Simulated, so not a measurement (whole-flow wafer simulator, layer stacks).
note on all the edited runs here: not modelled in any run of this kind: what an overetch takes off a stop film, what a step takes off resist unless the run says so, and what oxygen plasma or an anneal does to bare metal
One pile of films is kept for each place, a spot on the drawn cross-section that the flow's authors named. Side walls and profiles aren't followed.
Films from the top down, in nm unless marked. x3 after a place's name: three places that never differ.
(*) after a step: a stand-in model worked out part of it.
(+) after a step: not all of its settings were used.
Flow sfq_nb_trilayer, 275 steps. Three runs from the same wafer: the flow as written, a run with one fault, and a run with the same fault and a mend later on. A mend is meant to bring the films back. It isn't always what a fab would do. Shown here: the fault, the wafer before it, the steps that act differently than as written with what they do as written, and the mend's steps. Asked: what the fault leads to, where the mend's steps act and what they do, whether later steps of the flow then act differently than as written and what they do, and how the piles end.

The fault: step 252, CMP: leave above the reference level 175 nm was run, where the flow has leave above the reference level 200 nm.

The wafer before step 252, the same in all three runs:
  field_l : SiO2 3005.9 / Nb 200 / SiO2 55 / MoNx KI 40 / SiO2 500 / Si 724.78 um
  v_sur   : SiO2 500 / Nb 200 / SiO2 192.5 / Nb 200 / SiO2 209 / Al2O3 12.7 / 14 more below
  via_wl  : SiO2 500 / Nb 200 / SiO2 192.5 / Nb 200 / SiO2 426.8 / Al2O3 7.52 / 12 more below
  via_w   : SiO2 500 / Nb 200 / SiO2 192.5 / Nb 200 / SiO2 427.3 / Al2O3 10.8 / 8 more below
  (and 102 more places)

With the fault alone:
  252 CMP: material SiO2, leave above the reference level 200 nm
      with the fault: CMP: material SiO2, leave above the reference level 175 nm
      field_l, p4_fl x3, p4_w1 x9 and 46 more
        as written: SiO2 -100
        with the fault: SiO2 -125
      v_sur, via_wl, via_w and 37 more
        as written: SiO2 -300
        with the fault: SiO2 -325
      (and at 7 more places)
  Later steps of the flow that act differently than as written (3 more steps differ only slightly, by at most 2% or 0.5 nm, whichever is larger, and aren't shown):
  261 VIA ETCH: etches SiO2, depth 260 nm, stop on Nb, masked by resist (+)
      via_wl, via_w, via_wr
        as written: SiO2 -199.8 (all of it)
        with the fault: SiO2 -174.8 (all of it)
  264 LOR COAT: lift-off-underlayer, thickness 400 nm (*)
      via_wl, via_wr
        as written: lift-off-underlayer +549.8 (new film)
        with the fault: lift-off-underlayer +531.1 (new film)
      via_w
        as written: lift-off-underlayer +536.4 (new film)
        with the fault: lift-off-underlayer +519.4 (new film)
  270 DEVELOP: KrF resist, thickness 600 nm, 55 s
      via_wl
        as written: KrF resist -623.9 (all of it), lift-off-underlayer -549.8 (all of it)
        with the fault: KrF resist -620.7 (all of it), lift-off-underlayer -531.1 (all of it)
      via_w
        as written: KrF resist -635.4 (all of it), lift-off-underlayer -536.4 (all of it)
        with the fault: KrF resist -630.9 (all of it), lift-off-underlayer -519.4 (all of it)
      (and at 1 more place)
  At the end the piles differ from the flow's by more than 2% or 0.5 nm, whichever is larger, at v_sur, via_sp, via_v and 65 more.
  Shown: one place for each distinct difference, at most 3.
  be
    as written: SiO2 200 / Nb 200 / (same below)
    with the fault: SiO2 175 / Nb 200 / (same below)
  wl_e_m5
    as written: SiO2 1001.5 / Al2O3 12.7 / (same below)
    with the fault: SiO2 976.5 / Al2O3 12.7 / (same below)
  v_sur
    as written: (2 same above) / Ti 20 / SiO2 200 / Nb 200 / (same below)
    with the fault: (2 same above) / Ti 20 / SiO2 175 / Nb 200 / (same below)

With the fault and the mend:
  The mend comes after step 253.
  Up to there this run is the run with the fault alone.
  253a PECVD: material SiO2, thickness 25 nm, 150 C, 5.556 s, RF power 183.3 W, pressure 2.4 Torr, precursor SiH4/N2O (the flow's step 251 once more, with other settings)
      field_l, v_sur, via_wl and 103 more
        SiO2 +25
  No later step of the flow acts differently than as written at any place that is followed.
  At the end the piles are the same as the flow's at every place that both follow.
